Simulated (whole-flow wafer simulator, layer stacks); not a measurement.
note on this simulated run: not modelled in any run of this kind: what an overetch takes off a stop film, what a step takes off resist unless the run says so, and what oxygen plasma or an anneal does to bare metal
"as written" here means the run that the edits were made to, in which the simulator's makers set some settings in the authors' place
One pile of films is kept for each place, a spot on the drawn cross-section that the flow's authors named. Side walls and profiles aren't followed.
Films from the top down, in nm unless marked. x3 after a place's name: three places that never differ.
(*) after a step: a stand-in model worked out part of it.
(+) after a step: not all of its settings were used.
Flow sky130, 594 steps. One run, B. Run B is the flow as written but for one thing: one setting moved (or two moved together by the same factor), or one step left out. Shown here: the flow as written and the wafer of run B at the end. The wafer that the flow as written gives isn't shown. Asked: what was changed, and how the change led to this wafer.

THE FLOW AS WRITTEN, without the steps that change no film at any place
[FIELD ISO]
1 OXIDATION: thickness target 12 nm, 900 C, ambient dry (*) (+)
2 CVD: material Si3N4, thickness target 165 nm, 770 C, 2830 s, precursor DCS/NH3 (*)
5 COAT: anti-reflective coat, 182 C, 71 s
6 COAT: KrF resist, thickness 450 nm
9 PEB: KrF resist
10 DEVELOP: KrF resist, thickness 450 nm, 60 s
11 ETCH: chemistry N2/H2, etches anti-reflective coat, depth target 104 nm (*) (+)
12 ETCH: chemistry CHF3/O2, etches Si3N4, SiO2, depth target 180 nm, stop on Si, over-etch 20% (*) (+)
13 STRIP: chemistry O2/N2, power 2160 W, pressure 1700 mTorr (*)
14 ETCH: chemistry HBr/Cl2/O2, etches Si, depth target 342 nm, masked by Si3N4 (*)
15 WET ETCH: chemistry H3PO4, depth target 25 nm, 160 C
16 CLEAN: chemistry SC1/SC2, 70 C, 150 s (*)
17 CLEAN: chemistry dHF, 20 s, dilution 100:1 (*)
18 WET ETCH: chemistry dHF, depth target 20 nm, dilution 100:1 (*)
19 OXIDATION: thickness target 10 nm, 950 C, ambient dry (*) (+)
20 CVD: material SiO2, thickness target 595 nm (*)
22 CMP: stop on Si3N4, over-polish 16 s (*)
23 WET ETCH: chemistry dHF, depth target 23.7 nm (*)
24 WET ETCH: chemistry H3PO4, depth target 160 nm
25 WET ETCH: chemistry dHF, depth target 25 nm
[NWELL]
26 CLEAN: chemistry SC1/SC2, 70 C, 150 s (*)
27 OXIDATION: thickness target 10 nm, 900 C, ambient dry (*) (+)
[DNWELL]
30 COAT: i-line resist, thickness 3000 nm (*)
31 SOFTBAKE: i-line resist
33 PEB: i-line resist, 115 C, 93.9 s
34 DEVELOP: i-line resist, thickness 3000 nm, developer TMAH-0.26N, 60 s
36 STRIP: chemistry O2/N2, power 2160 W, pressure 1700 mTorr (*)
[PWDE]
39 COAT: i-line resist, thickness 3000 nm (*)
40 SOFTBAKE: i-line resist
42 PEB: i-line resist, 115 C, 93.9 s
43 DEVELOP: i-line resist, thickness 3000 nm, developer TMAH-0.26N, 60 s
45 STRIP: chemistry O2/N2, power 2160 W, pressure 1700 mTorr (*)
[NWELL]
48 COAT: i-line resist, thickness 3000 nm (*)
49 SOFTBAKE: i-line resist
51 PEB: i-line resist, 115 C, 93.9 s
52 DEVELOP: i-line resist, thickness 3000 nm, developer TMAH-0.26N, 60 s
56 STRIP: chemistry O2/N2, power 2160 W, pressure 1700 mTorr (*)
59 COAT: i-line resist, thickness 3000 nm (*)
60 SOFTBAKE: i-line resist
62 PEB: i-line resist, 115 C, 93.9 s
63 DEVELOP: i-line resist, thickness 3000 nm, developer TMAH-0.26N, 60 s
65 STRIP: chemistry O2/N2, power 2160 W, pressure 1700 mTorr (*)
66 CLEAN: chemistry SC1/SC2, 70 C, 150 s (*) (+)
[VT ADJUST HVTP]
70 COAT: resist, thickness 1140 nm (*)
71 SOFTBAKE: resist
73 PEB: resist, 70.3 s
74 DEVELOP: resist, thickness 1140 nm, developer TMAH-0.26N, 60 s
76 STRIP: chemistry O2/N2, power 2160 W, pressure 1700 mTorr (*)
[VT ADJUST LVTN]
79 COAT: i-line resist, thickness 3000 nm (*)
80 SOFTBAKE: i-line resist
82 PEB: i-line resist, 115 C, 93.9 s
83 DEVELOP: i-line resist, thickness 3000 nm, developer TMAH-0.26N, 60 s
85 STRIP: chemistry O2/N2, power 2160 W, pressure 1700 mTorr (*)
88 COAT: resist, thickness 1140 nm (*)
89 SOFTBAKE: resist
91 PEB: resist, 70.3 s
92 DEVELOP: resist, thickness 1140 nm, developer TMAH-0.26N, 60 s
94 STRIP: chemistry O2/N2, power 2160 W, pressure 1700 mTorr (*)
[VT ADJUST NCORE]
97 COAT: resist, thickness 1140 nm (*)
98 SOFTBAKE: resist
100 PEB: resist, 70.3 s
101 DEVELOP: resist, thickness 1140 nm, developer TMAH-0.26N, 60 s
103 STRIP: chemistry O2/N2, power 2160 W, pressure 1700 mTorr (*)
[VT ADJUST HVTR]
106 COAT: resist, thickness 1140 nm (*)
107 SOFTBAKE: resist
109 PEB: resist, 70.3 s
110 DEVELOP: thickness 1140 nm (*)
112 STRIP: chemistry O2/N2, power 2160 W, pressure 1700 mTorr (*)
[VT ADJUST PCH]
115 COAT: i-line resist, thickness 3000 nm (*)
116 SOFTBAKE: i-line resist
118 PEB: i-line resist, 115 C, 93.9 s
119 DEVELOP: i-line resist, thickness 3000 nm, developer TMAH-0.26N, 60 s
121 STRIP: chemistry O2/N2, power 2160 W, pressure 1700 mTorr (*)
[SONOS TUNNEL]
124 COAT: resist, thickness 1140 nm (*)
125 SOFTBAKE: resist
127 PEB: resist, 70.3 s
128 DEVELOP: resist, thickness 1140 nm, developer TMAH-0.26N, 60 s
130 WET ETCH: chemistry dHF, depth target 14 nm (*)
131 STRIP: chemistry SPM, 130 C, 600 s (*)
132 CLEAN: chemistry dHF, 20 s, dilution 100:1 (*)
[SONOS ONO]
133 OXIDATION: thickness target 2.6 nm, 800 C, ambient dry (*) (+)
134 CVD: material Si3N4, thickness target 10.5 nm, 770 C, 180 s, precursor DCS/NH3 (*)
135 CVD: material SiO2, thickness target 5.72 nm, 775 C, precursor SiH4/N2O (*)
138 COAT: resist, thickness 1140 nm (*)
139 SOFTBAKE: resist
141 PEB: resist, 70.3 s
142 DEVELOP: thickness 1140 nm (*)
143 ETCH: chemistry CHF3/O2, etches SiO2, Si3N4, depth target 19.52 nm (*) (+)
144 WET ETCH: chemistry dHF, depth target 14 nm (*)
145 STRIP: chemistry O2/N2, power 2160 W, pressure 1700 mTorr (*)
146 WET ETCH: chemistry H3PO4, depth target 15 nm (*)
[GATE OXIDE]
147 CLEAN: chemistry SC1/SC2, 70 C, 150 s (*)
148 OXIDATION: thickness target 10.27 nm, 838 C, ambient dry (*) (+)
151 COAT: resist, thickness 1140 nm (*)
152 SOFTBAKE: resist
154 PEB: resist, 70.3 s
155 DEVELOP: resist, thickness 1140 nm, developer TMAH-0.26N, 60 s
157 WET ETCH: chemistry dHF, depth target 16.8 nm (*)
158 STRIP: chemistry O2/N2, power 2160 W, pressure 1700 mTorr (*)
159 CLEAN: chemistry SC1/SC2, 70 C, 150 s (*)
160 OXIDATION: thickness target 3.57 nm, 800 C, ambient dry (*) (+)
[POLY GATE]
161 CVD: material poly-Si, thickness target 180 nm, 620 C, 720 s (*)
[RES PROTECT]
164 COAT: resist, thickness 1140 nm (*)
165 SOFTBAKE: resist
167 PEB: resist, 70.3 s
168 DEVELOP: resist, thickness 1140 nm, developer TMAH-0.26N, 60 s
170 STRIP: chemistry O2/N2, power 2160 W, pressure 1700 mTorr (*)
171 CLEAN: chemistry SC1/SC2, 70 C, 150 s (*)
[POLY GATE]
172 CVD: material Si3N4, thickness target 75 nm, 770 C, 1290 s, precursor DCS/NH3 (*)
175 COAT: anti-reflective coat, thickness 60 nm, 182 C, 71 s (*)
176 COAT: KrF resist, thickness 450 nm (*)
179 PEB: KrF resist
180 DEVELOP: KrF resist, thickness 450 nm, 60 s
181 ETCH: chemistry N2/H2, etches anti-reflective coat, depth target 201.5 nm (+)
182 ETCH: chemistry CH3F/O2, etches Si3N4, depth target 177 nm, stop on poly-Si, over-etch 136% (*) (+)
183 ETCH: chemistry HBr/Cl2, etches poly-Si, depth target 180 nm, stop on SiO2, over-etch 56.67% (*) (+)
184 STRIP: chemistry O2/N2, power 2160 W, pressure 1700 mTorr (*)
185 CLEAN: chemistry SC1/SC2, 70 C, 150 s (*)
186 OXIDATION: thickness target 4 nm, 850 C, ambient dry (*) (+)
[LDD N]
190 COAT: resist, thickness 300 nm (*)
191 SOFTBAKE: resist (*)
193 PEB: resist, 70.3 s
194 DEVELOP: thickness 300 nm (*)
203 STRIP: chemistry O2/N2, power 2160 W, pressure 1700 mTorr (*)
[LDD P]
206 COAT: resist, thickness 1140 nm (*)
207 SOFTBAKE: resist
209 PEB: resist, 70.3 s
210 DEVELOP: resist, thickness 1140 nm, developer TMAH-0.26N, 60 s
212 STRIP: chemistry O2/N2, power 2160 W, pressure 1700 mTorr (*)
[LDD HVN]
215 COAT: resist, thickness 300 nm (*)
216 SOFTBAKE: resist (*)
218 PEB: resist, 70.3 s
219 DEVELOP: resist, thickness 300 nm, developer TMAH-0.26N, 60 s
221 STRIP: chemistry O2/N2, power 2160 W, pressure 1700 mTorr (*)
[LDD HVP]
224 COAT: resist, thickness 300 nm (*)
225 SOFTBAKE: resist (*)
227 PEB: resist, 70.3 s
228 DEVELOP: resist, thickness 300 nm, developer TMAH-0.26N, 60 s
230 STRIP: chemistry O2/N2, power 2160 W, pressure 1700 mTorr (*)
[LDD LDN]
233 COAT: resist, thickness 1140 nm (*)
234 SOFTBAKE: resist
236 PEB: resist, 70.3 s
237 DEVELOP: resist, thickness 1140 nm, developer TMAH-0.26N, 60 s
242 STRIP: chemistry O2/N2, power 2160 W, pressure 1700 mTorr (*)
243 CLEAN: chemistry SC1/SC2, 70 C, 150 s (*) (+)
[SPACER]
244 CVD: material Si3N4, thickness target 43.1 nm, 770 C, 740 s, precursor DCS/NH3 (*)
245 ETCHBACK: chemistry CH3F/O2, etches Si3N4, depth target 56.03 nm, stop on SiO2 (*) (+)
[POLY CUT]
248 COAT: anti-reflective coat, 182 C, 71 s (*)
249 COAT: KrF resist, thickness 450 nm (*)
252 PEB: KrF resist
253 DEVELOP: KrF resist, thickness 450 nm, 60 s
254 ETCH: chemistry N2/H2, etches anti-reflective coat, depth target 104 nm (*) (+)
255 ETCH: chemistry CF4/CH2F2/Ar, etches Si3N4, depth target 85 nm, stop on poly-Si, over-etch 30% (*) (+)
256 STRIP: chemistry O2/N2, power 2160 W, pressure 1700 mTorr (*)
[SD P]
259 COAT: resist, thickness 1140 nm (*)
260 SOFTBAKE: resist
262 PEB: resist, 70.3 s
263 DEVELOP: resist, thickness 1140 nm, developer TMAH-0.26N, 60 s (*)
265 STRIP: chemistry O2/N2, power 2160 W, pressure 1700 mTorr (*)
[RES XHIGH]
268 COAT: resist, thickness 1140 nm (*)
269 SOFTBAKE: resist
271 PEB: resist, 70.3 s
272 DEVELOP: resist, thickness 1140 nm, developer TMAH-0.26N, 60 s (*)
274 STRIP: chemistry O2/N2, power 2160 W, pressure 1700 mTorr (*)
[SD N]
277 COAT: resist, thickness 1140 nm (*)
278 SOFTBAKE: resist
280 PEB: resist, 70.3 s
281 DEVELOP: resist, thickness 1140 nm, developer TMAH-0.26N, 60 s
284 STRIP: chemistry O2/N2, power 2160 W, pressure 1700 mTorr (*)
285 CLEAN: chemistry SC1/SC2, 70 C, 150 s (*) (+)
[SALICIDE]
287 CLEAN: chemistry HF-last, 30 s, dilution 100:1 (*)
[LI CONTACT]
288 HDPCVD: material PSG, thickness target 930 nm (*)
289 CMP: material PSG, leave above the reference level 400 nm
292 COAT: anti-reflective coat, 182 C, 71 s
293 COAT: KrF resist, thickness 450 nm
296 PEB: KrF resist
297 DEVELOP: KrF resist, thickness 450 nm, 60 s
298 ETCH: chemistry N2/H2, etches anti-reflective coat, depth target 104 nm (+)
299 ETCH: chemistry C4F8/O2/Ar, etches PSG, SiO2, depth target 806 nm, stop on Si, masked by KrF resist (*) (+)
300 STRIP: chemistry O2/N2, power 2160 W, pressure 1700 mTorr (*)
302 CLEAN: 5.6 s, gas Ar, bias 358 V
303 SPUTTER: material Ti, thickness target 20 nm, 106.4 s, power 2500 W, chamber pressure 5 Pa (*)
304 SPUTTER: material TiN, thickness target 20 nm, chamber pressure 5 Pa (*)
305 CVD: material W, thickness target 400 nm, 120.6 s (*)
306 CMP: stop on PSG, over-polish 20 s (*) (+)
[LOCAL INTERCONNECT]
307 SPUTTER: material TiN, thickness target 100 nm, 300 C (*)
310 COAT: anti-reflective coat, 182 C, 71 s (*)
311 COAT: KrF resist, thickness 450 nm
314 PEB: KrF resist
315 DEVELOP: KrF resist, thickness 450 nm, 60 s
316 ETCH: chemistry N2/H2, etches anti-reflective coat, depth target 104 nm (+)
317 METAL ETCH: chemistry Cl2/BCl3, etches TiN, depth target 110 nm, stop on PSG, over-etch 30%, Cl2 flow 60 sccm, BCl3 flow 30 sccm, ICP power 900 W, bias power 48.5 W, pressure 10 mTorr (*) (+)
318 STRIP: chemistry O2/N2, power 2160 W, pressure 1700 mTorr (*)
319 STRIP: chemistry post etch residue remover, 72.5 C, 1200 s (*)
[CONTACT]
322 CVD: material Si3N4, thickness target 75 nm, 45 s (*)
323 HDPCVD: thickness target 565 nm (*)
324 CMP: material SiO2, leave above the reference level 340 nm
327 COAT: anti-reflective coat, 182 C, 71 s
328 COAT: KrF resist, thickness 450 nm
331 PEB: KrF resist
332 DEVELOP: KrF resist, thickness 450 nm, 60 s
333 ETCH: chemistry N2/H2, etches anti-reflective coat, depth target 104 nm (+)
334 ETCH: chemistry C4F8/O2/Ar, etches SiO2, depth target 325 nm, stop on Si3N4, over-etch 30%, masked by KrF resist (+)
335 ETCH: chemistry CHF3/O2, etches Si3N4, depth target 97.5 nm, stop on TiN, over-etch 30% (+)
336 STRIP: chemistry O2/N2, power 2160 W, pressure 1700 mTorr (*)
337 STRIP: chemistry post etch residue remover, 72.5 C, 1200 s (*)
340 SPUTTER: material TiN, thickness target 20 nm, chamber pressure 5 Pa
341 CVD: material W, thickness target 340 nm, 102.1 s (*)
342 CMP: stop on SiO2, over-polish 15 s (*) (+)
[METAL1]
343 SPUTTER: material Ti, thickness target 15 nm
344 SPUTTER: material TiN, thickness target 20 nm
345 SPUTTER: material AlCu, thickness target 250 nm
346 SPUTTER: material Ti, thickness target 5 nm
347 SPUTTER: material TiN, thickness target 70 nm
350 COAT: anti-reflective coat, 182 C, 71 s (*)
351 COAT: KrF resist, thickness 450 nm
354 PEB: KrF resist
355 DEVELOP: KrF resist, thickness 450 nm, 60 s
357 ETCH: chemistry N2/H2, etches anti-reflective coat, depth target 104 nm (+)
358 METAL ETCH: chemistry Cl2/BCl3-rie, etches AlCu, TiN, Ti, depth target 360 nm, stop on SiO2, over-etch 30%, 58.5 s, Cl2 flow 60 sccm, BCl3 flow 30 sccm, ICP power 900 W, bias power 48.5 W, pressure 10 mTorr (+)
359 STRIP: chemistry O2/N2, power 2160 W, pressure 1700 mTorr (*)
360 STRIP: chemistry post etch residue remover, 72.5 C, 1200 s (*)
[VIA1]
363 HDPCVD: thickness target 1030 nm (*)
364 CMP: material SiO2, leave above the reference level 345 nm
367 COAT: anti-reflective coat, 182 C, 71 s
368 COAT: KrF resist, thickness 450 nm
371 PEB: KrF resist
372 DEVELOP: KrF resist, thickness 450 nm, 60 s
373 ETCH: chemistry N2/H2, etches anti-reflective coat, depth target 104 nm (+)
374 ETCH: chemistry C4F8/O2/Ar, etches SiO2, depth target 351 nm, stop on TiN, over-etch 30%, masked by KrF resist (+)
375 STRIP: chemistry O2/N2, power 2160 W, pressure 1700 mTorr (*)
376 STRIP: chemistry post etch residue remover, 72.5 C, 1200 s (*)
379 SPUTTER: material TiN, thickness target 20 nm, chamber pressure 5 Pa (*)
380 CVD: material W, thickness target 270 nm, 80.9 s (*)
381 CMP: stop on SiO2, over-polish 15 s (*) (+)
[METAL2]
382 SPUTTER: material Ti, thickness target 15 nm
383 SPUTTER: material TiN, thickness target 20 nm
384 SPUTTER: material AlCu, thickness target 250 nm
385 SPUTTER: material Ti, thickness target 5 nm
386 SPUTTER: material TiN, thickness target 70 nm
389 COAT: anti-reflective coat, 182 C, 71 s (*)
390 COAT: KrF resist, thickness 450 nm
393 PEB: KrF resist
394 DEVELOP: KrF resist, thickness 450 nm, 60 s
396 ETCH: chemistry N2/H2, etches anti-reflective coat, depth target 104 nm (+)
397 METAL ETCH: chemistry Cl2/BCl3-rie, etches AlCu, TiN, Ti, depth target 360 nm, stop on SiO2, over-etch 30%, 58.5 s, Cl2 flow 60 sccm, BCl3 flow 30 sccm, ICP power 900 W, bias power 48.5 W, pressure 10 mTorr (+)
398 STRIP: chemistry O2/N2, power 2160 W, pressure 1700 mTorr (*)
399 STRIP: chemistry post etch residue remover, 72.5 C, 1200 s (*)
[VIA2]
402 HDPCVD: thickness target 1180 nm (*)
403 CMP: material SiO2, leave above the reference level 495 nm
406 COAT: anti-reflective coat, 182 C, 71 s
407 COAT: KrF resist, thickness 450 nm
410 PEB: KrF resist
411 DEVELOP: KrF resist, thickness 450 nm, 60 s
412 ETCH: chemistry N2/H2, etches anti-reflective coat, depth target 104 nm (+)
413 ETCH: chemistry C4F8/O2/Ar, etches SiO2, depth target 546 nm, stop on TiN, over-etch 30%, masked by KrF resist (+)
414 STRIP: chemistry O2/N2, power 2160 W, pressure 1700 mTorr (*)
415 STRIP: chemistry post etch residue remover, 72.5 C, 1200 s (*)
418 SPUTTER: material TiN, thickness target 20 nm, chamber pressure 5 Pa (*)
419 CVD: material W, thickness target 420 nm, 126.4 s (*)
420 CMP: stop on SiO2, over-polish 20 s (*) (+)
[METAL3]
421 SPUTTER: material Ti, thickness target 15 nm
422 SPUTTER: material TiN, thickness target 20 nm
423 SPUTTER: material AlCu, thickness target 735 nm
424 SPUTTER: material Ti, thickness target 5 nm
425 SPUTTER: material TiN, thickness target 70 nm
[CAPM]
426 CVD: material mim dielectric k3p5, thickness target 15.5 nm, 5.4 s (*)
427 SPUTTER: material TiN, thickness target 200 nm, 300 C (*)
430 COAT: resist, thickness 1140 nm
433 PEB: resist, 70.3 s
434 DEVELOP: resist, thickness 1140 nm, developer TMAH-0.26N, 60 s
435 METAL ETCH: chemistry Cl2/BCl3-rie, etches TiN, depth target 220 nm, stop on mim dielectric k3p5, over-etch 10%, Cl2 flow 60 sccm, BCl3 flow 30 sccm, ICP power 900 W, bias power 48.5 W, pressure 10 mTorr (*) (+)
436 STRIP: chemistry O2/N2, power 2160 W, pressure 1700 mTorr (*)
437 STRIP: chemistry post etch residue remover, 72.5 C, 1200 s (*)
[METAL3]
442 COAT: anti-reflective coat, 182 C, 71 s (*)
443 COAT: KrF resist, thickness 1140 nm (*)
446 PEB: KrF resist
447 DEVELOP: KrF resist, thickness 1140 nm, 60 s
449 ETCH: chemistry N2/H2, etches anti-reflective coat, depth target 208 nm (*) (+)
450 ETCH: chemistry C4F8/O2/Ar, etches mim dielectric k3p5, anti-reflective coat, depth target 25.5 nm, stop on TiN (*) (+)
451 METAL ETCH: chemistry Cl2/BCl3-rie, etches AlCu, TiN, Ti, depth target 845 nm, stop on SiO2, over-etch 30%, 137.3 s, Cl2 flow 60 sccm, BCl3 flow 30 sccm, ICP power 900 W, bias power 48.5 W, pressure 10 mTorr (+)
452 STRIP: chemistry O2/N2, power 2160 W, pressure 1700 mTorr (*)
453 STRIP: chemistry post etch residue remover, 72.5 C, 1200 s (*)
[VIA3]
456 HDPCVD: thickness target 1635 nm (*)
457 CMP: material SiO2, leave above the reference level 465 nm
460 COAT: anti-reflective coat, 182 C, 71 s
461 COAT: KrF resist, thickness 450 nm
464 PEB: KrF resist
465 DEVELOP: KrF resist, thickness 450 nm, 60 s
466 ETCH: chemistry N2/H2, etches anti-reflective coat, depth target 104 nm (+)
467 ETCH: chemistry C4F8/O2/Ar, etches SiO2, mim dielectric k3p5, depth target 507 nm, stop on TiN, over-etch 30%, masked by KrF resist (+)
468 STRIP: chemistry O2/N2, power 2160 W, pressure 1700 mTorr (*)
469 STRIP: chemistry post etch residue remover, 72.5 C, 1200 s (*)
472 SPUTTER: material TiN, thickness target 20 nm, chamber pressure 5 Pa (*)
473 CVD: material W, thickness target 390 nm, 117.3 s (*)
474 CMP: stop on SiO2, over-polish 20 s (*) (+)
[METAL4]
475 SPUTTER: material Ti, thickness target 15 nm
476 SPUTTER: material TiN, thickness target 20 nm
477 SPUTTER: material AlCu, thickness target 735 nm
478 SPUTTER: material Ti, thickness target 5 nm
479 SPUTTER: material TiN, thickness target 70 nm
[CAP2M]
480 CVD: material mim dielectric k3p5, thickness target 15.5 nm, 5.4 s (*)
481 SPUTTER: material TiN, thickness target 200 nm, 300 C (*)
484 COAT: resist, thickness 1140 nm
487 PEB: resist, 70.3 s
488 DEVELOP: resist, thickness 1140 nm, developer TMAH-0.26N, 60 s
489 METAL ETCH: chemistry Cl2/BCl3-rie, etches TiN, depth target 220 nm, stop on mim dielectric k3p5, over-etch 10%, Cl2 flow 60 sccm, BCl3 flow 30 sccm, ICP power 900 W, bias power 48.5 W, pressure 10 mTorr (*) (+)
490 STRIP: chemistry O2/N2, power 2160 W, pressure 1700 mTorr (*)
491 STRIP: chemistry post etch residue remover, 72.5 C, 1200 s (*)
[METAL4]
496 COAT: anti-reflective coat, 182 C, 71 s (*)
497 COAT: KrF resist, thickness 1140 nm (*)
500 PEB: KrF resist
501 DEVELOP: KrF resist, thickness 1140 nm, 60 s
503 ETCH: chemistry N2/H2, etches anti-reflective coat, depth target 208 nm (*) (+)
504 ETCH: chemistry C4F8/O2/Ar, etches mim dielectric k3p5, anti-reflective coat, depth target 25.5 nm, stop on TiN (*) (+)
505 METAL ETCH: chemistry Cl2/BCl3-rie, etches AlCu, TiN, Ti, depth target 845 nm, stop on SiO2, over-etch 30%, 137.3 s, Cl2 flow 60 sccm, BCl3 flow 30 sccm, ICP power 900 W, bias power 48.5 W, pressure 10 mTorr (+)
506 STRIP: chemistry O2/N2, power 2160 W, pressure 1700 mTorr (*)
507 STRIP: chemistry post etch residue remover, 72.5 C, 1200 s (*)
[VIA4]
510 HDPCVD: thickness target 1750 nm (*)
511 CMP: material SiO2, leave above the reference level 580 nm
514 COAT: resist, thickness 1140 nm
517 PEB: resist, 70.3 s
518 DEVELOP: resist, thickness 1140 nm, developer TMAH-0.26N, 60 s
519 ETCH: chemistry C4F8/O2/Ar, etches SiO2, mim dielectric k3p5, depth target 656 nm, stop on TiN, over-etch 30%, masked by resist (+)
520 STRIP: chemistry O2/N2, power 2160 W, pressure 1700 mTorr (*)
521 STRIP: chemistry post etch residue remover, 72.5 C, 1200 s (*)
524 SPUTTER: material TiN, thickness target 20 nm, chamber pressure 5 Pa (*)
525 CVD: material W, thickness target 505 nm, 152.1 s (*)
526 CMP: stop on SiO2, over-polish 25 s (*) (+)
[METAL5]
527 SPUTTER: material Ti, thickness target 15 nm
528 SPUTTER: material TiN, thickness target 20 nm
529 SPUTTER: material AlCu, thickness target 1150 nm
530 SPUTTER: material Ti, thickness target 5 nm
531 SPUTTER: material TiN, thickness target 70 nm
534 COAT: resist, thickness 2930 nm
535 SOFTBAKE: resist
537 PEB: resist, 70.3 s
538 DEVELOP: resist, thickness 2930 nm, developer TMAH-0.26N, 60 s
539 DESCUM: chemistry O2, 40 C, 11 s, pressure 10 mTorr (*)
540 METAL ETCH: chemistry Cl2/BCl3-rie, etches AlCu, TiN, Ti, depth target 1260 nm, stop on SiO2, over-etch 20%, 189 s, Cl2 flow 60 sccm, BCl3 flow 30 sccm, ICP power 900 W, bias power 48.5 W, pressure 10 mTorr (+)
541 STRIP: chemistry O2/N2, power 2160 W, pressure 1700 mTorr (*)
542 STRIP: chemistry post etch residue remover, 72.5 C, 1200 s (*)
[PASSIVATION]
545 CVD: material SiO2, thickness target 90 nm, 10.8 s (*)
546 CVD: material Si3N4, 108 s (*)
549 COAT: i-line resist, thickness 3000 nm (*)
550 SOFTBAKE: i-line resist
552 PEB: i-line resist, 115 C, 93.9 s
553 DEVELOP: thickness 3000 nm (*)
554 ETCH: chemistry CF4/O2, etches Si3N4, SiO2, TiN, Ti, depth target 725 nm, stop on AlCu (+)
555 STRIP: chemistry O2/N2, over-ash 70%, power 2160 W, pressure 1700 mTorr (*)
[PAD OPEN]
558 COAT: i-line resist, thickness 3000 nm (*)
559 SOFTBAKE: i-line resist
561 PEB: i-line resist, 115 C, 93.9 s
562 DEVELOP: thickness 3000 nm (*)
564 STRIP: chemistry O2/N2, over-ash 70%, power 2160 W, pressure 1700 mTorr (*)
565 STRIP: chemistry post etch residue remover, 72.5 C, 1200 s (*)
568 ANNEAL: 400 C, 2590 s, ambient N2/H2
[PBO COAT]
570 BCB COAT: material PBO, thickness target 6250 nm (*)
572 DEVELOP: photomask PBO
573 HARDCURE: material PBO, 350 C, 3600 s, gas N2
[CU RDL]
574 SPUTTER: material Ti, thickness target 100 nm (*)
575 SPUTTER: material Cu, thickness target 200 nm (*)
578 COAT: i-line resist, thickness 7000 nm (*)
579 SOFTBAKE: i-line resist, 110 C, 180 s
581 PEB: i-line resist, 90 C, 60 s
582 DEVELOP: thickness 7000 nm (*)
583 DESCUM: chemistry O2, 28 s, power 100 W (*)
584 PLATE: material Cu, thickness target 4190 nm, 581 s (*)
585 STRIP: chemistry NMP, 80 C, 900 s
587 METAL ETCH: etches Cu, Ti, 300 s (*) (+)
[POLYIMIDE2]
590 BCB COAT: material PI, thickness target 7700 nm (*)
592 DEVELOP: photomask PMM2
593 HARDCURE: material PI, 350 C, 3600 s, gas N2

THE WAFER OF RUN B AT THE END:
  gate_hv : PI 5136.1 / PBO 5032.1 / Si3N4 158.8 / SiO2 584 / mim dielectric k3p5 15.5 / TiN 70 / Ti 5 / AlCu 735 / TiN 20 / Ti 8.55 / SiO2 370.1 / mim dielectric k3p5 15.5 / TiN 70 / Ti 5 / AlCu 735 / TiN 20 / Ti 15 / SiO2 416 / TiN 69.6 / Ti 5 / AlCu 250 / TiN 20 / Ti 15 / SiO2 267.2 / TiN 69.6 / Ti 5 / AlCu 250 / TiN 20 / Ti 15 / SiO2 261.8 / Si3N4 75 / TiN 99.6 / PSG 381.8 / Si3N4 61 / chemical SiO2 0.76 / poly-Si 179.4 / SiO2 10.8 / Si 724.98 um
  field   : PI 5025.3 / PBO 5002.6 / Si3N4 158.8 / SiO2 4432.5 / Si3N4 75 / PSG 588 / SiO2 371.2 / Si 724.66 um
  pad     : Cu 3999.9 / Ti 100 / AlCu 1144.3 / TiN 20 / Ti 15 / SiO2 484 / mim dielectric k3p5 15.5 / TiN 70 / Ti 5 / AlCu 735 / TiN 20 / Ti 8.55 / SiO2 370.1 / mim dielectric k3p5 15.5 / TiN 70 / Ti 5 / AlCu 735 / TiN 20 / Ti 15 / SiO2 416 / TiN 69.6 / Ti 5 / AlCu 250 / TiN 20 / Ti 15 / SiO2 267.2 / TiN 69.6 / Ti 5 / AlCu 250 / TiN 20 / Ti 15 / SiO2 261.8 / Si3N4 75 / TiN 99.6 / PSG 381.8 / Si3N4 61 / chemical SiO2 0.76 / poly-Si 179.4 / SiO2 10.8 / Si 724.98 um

The cause: step 475, SPUTTER: thickness target 8.55 nm was run, where the flow has thickness target 15 nm.
It can be read off the wafer: gate_hv has Ti 8.55, and step 475 as written asks for 15 nm.

How the change led to this, step by step:
  475 SPUTTER: material Ti, thickness target 15 nm
      field, active, n_well and 189 more: Ti +8.55 (new film) (as written it would be: Ti +15 (new film))
  505 METAL ETCH: chemistry Cl2/BCl3-rie, etches AlCu, TiN, Ti, depth target 845 nm, stop on SiO2, over-etch 30%, 137.3 s, Cl2 flow 60 sccm, BCl3 flow 30 sccm, ICP power 900 W, bias power 48.5 W, pressure 10 mTorr (+)
      field, gate, spacer and 68 more: TiN -70 (all of it), Ti -5 (all of it), AlCu -735 (all of it), TiN -20 (all of it), Ti -8.55 (all of it), SiO2 -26 (as written it would be: TiN -70 (all of it), Ti -5 (all of it), AlCu -735 (all of it), TiN -20 (all of it), Ti -15 (all of it), SiO2 -25.4)
      active, vpp_iso1, mim_edge_plate and 14 more: TiN -70 (all of it), Ti -5 (all of it), AlCu -735 (all of it), TiN -20 (all of it), Ti -8.55 (all of it), SiO2 -26 (as written it would be: TiN -70 (all of it), Ti -5 (all of it), AlCu -735 (all of it), TiN -20 (all of it), Ti -15 (all of it), SiO2 -25.3)
